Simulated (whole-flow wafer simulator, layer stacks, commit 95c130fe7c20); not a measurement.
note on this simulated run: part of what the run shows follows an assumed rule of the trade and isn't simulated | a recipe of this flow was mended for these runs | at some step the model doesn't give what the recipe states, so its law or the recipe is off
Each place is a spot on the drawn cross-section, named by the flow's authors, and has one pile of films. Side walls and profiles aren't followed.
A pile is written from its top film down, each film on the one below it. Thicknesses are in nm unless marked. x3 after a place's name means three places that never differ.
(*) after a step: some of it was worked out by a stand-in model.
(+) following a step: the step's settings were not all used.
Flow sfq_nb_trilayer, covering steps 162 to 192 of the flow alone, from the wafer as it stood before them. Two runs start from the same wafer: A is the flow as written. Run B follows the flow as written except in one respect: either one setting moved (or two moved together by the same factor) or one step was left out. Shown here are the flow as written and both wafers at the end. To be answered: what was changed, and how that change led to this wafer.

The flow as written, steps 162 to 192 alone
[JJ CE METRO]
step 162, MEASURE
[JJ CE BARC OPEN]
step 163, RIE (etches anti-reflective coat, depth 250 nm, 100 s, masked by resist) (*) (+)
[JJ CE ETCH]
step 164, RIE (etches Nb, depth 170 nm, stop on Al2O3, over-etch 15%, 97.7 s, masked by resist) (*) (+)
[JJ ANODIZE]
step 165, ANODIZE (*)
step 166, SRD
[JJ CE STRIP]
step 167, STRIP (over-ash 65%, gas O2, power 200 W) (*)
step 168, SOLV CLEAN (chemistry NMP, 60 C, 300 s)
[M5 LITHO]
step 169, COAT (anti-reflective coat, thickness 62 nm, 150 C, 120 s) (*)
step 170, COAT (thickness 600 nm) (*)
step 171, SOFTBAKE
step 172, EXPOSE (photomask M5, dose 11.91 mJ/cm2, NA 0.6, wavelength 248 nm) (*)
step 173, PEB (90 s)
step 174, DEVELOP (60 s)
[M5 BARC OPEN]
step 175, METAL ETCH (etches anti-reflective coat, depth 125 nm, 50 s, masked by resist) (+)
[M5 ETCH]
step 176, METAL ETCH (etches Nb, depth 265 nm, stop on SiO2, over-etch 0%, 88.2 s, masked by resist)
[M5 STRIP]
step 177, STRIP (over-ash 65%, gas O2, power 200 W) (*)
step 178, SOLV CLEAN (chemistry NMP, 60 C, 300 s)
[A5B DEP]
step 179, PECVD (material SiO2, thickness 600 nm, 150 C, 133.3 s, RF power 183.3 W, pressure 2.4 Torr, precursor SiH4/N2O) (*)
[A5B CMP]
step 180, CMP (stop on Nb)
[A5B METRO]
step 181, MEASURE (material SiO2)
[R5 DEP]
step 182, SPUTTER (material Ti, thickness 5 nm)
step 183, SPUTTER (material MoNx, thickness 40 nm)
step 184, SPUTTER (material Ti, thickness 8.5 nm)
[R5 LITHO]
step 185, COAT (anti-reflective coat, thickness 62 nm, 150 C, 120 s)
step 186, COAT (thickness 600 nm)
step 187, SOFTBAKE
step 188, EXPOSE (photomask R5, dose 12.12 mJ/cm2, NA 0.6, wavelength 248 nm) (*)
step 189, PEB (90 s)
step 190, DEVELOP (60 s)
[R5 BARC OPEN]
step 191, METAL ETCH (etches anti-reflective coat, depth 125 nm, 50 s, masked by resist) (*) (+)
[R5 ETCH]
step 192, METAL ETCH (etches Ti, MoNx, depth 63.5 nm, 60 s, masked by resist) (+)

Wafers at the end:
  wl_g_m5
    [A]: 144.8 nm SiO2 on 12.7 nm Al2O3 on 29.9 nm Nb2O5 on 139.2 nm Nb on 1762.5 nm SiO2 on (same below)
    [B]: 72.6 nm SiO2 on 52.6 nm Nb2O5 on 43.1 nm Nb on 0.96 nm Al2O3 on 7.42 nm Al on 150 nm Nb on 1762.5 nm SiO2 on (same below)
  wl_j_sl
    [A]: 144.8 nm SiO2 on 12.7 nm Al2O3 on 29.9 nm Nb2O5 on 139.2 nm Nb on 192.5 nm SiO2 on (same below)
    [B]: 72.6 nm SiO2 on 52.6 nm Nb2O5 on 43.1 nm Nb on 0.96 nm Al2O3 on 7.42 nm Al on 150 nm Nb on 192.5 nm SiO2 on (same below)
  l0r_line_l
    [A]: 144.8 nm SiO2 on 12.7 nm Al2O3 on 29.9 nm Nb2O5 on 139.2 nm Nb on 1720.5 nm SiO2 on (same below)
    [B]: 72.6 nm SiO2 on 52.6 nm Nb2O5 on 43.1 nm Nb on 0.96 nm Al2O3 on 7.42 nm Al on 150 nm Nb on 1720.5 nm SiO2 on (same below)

What caused this: step 163, RIE: etches anti-reflective coat, depth 250 nm, 100 s, masked by resist (*) (+), was not run.

Step by step, how the change led to this:
  step 164, RIE (etches Nb, depth 170 nm, stop on Al2O3, over-etch 15%, 97.7 s, masked by resist) (*) (+)
      p4_fl, p4_fm, p4_w1 and 73 more: A -170 Nb (all of it), -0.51 Al2O3 | B -62 anti-reflective coat (all of it), -108 Nb
      res, r_end, moat and 6 more: A -170 Nb (all of it), -0.51 Al2O3 | B -62.3 anti-reflective coat (all of it), -107.7 Nb
      (and at 17 other places as well)
  step 165, ANODIZE (*)
      field_l, v_sur, via_sp and 96 more: A +12.2 Al2O3, +29.9 Nb2O5 (new film), -7.42 Al (all of it), -10.8 Nb | B +52.6 Nb2O5 (new film), -18.9 Nb
      via_wl, via_wr: A +7.51 Al2O3 (new film), +39.2 Nb2O5 (new film), -4.55 Al (all of it), -14.1 Nb | B nothing
      (and at 1 other place as well)
  step 167, STRIP (over-ash 65%, gas O2, power 200 W) (*)
      via_wl, via_wr: A nothing | B -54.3 anti-reflective coat (all of it)
      ce_l: A -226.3 KrF-resist-other-grade (all of it), -62.2 anti-reflective coat (all of it) | B -476.3 KrF-resist-other-grade (all of it), -62.2 anti-reflective coat (all of it)
      (and at 3 other places as well)
  step 169, COAT (anti-reflective coat, thickness 62 nm, 150 C, 120 s) (*)
      field_l: A +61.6 anti-reflective coat (new film) | B +55.8 anti-reflective coat (new film)
      v_sur: A +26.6 anti-reflective coat (new film) | B +38.7 anti-reflective coat (new film)
      (and at 25 other places as well)
  step 170, COAT (thickness 600 nm) (*)
      v_sur: A +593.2 KrF-resist-other-grade (new film) | B +610.2 KrF-resist-other-grade (new film)
      via_w: A +736.5 KrF-resist-other-grade (new film) | B +718.4 KrF-resist-other-grade (new film)
      (and at 7 other places as well)
  step 174, DEVELOP (60 s)
      wl_a_sl: A -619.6 KrF-resist-other-grade (all of it) | B -601.2 KrF-resist-other-grade (all of it)
  step 175, METAL ETCH (etches anti-reflective coat, depth 125 nm, 50 s, masked by resist) (+)
      field_l: A -61.6 anti-reflective coat (all of it), -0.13 Al2O3 | B -55.8 anti-reflective coat (all of it)
      r_sur: A -49.6 anti-reflective coat (all of it), -0.15 Al2O3 | B -58.6 anti-reflective coat (all of it)
      (and at 5 other places as well)
  step 176, METAL ETCH (etches Nb, depth 265 nm, stop on SiO2, over-etch 0%, 88.2 s, masked by resist)
      p4_fl, p4_fm, p4_w1 and 36 more: A -12.6 Al2O3 (all of it), -29.9 Nb2O5 (all of it), -139.2 Nb (all of it), -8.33 SiO2 | B -52.6 Nb2O5 (all of it), -43.1 Nb (all of it), -0.96 Al2O3 (all of it), -7.42 Al (all of it), -150 Nb (all of it), -0.07 SiO2
      r_end, moat, field_r, lsp_l, lsp_m, ln_m6, lsp_r, l0_sur: A -12.6 Al2O3 (all of it), -29.9 Nb2O5 (all of it), -139.2 Nb (all of it), -8.33 SiO2 | B -52.6 Nb2O5 (all of it), -43.4 Nb (all of it), -0.96 Al2O3 (all of it), -7.42 Al (all of it), -150 Nb (all of it)
      (and at 6 other places as well)
  step 177, STRIP (over-ash 65%, gas O2, power 200 W) (*)
      v_sur: A -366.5 KrF-resist-other-grade (all of it), -26.6 anti-reflective coat (all of it) | B -383.4 KrF-resist-other-grade (all of it), -38.7 anti-reflective coat (all of it)
      via_wl: A -418.2 KrF-resist-other-grade (all of it), -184 anti-reflective coat (all of it) | B -430 KrF-resist-other-grade (all of it), -128 anti-reflective coat (all of it)
      (and at 18 other places as well)
  step 180, CMP (stop on Nb)
      p4_fl, p4_fm, p4_w1 and 38 more: A -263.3 SiO2 | B -271.5 SiO2
      wl_j_sl, wl_j_sr, wl_b_m5 and 32 more: A -453.5 SiO2 | B -525.7 SiO2
      (and at 21 other places as well)
Taking metal films that touch as one body, wl_g_m5 has 3 bodies (between them, from the top down: Al2O3 0.96; SiO2 1762.5); the flow as written gives 2 bodies (between them, from the top down: SiO2 1762.5).
Taking metal films that touch as one body, wl_j_sl has 7 bodies (between them, from the top down: Al2O3 0.96; SiO2 192.5; SiO2 192.5; SiO2 192.5; SiO2 192.5; SiO2 192.5); the flow as written gives 6 bodies (between them, from the top down: SiO2 192.5; SiO2 192.5; SiO2 192.5; SiO2 192.5; SiO2 192.5).
Taking metal films that touch as one body, l0r_line_l has 4 bodies (between them, from the top down: Al2O3 0.96; SiO2 1720.5; SiO2 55); the flow as written gives 3 bodies (between them, from the top down: SiO2 1720.5; SiO2 55).
